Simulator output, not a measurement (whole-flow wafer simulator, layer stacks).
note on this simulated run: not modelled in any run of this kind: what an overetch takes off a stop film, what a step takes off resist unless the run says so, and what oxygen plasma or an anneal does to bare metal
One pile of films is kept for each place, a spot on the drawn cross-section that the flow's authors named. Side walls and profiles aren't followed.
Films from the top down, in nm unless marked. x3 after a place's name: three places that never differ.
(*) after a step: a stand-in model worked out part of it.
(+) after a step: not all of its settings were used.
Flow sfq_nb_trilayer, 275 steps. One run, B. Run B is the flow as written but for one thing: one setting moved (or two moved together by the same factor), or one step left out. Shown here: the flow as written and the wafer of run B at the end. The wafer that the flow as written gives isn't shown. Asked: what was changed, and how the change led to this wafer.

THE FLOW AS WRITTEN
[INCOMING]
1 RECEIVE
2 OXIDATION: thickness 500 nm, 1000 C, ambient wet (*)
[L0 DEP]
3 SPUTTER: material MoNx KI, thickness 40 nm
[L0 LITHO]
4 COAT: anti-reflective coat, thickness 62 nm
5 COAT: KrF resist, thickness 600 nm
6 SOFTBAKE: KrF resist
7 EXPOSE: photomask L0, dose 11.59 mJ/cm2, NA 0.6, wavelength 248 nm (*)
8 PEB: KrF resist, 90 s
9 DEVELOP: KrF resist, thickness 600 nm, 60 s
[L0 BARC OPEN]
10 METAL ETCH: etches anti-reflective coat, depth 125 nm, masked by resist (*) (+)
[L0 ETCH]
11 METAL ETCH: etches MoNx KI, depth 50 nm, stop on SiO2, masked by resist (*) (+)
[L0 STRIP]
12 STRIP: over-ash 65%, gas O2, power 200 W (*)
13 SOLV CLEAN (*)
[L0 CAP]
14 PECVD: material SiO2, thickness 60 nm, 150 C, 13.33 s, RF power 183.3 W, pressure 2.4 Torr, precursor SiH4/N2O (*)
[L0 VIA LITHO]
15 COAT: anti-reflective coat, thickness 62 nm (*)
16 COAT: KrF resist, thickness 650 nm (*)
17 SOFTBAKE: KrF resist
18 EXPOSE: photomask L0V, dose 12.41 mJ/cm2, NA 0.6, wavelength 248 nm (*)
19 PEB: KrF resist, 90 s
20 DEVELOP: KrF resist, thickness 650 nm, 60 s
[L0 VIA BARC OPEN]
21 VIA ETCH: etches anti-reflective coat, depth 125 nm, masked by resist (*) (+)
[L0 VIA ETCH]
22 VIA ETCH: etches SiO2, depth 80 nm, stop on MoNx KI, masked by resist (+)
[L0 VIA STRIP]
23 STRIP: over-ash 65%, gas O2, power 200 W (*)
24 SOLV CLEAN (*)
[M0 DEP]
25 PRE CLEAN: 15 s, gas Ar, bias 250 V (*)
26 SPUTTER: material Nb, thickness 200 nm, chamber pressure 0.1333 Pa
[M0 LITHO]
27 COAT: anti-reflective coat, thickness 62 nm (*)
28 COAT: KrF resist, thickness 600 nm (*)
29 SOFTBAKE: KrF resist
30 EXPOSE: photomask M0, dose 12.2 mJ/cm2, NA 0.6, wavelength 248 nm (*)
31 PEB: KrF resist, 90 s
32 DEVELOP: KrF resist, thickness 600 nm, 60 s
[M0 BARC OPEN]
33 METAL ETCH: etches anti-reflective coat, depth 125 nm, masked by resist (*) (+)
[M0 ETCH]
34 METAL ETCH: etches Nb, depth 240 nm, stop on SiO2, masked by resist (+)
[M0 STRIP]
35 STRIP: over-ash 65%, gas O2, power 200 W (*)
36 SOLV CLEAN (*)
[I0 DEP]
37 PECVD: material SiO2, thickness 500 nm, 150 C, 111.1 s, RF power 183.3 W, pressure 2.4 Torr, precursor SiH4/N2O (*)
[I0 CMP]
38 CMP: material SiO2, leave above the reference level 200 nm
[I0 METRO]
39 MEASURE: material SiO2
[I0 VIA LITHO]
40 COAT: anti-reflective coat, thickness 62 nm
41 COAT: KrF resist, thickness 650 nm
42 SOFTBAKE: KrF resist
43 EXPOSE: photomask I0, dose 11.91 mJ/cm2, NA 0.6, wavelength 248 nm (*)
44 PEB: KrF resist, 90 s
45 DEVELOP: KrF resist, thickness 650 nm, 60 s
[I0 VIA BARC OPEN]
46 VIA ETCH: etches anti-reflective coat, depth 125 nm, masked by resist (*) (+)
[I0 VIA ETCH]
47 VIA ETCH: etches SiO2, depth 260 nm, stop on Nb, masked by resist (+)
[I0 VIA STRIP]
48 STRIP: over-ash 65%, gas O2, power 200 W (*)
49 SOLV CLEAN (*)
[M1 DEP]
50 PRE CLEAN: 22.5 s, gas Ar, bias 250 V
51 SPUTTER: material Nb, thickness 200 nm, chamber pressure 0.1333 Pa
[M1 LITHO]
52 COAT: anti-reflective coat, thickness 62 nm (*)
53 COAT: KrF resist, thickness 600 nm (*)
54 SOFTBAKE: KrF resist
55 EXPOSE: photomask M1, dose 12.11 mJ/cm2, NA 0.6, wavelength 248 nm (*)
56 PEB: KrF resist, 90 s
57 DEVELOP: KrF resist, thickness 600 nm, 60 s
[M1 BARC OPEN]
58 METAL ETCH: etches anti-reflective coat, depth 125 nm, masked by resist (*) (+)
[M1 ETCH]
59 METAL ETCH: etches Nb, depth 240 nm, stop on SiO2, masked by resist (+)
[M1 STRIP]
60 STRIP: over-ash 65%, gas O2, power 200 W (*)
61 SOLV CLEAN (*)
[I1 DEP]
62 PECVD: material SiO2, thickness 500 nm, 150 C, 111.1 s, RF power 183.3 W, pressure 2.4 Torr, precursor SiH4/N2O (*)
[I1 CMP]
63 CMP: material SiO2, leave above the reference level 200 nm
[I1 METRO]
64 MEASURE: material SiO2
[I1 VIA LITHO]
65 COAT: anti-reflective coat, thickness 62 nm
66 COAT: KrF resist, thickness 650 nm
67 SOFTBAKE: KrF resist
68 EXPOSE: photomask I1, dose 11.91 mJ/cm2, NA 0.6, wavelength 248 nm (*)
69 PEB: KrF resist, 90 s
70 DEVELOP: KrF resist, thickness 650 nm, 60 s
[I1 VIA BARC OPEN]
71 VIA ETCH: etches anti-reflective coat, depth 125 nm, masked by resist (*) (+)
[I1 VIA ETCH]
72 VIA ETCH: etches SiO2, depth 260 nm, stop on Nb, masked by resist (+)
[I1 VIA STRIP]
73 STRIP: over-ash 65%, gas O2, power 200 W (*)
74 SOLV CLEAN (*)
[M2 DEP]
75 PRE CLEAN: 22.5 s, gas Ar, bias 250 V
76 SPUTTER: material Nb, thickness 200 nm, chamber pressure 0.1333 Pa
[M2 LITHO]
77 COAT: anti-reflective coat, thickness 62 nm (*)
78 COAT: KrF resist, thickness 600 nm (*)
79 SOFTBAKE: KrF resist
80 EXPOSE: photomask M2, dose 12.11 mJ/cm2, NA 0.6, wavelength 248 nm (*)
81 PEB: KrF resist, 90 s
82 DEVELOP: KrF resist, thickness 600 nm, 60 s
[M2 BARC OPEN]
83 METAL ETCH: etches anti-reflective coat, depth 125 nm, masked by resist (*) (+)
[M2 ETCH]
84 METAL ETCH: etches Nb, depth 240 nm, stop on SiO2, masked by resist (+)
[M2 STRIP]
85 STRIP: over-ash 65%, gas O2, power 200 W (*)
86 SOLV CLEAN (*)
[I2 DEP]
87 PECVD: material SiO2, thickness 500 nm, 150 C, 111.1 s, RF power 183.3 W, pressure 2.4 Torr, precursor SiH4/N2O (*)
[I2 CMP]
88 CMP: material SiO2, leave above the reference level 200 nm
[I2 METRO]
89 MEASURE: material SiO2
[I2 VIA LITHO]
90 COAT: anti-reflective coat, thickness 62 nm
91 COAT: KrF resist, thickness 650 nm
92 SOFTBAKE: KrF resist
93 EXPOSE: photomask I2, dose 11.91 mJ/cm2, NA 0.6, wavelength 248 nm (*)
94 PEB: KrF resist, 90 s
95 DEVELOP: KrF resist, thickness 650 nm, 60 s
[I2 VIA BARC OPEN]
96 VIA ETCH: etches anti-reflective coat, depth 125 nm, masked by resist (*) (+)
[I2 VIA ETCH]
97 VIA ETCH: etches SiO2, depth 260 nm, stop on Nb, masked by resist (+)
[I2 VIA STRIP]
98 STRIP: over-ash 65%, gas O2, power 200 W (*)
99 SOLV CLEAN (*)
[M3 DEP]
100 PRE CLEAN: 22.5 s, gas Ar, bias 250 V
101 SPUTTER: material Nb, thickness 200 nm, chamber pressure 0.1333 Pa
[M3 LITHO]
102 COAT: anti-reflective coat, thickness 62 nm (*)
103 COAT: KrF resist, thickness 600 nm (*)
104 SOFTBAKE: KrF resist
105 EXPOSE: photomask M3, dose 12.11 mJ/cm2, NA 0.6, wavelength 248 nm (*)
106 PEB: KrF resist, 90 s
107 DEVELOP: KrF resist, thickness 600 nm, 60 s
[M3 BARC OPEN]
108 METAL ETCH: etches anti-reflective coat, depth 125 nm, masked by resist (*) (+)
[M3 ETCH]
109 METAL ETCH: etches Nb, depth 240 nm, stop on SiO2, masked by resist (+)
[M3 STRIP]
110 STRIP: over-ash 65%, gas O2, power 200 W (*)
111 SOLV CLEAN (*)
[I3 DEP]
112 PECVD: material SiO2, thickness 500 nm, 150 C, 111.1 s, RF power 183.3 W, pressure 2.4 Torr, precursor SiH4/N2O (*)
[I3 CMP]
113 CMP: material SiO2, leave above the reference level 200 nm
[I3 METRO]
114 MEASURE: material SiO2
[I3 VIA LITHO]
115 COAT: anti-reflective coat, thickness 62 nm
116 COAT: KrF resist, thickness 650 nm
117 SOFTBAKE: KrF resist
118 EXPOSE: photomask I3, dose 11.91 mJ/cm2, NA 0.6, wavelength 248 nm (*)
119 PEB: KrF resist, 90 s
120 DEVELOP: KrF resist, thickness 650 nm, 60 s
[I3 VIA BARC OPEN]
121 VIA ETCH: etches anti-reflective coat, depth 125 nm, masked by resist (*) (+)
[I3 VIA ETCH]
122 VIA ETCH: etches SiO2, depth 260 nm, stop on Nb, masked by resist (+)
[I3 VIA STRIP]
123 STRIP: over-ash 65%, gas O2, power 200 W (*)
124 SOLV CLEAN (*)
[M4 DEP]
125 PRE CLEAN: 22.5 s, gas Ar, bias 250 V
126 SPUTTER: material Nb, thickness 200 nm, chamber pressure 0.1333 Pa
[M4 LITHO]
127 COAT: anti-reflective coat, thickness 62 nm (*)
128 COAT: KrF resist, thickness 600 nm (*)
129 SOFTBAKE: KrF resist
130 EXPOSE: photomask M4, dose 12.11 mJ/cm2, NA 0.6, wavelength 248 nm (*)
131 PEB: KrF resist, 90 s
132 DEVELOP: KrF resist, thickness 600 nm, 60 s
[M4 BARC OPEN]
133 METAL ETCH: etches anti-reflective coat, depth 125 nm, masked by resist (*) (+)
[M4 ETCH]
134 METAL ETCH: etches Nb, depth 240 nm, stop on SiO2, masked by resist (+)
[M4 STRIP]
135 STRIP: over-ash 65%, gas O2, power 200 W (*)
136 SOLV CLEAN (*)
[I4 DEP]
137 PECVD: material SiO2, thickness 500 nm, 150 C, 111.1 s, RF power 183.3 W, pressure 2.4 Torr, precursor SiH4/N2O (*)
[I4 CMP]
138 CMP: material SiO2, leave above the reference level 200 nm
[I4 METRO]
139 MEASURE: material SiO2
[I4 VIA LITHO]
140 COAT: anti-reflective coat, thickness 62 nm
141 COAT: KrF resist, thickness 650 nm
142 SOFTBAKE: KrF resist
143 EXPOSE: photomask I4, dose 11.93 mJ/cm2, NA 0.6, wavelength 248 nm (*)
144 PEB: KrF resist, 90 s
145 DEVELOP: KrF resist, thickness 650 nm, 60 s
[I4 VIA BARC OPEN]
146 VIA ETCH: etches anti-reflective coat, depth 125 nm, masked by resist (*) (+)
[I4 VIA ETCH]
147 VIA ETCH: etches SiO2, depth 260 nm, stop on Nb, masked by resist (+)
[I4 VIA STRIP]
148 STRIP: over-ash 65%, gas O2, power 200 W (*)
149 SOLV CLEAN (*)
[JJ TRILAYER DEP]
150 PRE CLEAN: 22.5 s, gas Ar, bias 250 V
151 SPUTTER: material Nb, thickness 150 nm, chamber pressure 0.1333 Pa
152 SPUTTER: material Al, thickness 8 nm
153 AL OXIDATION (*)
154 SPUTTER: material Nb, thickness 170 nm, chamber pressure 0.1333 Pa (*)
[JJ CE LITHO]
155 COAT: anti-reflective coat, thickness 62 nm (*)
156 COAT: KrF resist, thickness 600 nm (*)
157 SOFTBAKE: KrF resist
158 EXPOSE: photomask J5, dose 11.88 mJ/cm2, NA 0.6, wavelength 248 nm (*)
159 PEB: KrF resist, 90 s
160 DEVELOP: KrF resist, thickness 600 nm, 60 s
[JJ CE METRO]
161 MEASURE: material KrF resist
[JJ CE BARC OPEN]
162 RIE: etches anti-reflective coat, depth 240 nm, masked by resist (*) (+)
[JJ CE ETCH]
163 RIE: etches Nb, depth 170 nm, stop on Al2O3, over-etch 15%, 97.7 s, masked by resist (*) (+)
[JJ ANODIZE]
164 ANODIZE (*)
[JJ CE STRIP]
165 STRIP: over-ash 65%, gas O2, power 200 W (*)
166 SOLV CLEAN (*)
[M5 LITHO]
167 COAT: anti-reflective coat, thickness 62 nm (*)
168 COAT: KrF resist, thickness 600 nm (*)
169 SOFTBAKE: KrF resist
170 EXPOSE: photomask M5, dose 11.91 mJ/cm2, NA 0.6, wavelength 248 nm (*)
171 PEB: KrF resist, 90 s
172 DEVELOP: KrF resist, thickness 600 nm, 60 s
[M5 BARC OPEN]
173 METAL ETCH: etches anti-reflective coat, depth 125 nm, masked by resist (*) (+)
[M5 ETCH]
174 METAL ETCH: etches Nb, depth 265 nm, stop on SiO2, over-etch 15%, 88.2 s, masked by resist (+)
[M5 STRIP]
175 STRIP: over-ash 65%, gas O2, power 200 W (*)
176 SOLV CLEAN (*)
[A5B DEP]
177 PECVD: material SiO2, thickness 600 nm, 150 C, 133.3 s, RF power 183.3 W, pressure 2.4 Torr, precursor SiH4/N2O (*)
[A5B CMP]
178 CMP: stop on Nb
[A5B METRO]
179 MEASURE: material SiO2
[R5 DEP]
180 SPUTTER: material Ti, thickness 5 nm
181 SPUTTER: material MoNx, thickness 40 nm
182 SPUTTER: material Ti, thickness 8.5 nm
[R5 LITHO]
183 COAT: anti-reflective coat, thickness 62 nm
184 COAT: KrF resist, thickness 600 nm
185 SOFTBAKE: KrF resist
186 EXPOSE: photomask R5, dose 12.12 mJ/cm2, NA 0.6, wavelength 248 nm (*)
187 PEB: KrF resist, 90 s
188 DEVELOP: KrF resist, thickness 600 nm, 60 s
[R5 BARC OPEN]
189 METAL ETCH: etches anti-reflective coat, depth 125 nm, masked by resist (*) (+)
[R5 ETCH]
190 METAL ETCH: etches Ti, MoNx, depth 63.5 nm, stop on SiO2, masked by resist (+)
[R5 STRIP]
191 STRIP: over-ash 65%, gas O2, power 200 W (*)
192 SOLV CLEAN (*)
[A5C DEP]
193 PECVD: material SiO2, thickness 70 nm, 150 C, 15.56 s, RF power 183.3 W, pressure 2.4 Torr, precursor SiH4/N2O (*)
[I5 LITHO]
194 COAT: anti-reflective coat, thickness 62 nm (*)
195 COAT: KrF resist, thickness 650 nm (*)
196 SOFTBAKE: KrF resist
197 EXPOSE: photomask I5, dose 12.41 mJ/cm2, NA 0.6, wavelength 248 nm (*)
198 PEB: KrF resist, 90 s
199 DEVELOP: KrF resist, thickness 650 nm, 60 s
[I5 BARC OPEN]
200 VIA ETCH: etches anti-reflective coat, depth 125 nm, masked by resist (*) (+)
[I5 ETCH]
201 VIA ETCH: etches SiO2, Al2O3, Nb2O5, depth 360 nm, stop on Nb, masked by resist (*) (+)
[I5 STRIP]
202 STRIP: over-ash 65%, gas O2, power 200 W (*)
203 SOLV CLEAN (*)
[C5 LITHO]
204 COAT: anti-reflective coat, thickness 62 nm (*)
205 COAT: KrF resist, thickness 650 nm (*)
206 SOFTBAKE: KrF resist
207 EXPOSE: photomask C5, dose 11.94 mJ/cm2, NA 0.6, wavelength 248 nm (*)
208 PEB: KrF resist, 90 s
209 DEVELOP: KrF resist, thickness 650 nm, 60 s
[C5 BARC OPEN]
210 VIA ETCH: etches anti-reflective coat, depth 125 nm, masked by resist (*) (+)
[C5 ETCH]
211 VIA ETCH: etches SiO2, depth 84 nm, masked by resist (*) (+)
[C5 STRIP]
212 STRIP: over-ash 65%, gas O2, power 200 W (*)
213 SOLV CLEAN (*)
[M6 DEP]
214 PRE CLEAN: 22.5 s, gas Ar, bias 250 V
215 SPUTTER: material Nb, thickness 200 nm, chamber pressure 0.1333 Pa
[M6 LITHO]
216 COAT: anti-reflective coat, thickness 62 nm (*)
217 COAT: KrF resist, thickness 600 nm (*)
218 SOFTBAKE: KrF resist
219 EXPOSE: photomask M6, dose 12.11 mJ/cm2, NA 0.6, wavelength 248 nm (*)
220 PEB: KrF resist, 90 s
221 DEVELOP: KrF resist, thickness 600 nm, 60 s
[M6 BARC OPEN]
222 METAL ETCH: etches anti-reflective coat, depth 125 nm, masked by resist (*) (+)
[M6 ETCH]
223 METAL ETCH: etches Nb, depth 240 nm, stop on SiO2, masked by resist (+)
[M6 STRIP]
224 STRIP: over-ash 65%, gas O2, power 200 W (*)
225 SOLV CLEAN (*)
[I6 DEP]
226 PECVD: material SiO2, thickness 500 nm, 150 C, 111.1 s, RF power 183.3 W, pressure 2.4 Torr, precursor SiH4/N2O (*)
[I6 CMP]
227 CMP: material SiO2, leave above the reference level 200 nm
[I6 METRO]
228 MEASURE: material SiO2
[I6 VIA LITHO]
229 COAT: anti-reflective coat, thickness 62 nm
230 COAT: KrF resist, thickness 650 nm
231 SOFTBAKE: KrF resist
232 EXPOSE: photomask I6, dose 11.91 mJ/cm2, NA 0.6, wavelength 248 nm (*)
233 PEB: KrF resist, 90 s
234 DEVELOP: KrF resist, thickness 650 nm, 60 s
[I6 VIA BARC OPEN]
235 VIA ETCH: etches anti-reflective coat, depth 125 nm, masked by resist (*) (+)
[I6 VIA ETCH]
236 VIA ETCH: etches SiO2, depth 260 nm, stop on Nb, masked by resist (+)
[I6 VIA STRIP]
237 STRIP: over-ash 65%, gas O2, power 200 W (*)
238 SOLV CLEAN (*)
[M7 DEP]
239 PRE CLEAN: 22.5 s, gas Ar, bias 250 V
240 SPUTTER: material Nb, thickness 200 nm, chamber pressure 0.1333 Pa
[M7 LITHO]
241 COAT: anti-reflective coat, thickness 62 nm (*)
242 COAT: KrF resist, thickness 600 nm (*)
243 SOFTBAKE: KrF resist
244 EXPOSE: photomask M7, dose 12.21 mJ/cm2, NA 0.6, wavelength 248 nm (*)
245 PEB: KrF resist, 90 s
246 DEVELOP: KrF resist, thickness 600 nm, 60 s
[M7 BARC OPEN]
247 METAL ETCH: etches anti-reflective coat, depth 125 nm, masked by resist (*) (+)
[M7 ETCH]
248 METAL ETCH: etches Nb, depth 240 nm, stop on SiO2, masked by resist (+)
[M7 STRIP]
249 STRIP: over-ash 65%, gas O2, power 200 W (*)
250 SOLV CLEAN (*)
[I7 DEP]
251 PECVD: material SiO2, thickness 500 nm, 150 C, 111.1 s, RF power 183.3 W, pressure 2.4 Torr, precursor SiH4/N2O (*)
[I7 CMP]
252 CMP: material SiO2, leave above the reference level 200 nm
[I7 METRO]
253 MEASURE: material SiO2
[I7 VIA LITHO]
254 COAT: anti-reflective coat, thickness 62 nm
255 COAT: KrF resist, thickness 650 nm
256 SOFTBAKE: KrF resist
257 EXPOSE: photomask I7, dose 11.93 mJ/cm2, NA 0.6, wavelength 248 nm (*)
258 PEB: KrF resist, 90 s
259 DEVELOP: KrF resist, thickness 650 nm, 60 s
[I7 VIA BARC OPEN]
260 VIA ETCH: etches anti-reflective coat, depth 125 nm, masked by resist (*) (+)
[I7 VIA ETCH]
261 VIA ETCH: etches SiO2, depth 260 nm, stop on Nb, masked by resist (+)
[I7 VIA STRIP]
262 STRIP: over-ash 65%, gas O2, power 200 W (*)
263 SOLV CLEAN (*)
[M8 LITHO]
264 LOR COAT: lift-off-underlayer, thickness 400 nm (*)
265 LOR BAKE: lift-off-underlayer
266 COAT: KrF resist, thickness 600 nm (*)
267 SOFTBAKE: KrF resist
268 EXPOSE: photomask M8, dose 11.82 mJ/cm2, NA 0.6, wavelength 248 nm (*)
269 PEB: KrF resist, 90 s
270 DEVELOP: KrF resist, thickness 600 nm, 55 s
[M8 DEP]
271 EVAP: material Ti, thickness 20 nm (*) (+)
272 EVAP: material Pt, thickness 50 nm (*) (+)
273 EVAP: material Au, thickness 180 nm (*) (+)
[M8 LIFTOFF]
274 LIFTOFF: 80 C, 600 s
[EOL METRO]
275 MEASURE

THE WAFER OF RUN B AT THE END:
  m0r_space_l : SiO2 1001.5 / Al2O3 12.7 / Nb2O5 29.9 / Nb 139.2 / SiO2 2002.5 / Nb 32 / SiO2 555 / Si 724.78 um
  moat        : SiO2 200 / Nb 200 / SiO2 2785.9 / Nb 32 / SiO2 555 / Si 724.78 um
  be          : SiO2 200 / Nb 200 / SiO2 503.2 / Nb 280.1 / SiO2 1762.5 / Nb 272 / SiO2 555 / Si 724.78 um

The cause: step 26, SPUTTER: thickness 272 nm was run, where the flow has thickness 200 nm.
It can be read off the wafer: be has Nb 272, and step 26 as written asks for 200 nm.

How the change led to this, step by step:
  26 SPUTTER: material Nb, thickness 200 nm, chamber pressure 0.1333 Pa
      field_l, v_sur, via_wl and 102 more: Nb +272 (new film) (as written it would be: Nb +200 (new film))
      l0v: Nb +267.9 (new film) (as written it would be: Nb +195.7 (new film))
  34 METAL ETCH: etches Nb, depth 240 nm, stop on SiO2, masked by resist (+)
      moat, m0r_space_l, m0r_space_r: Nb -240 (as written it would be: Nb -200 (all of it))
  37 PECVD: material SiO2, thickness 500 nm, 150 C, 111.1 s, RF power 183.3 W, pressure 2.4 Torr, precursor SiH4/N2O (*)
      moat, m0r_space_l, m0r_space_r: SiO2 +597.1 (new film) (as written it would be: SiO2 +557.1)
Counting metal films that touch as one body, m0r_space_l has 2 bodies (between them, from the top down: SiO2 2002.5); the flow as written gives 1 body.
Counting metal films that touch as one body, moat has 2 bodies (between them, from the top down: SiO2 2785.9); the flow as written gives 1 body.
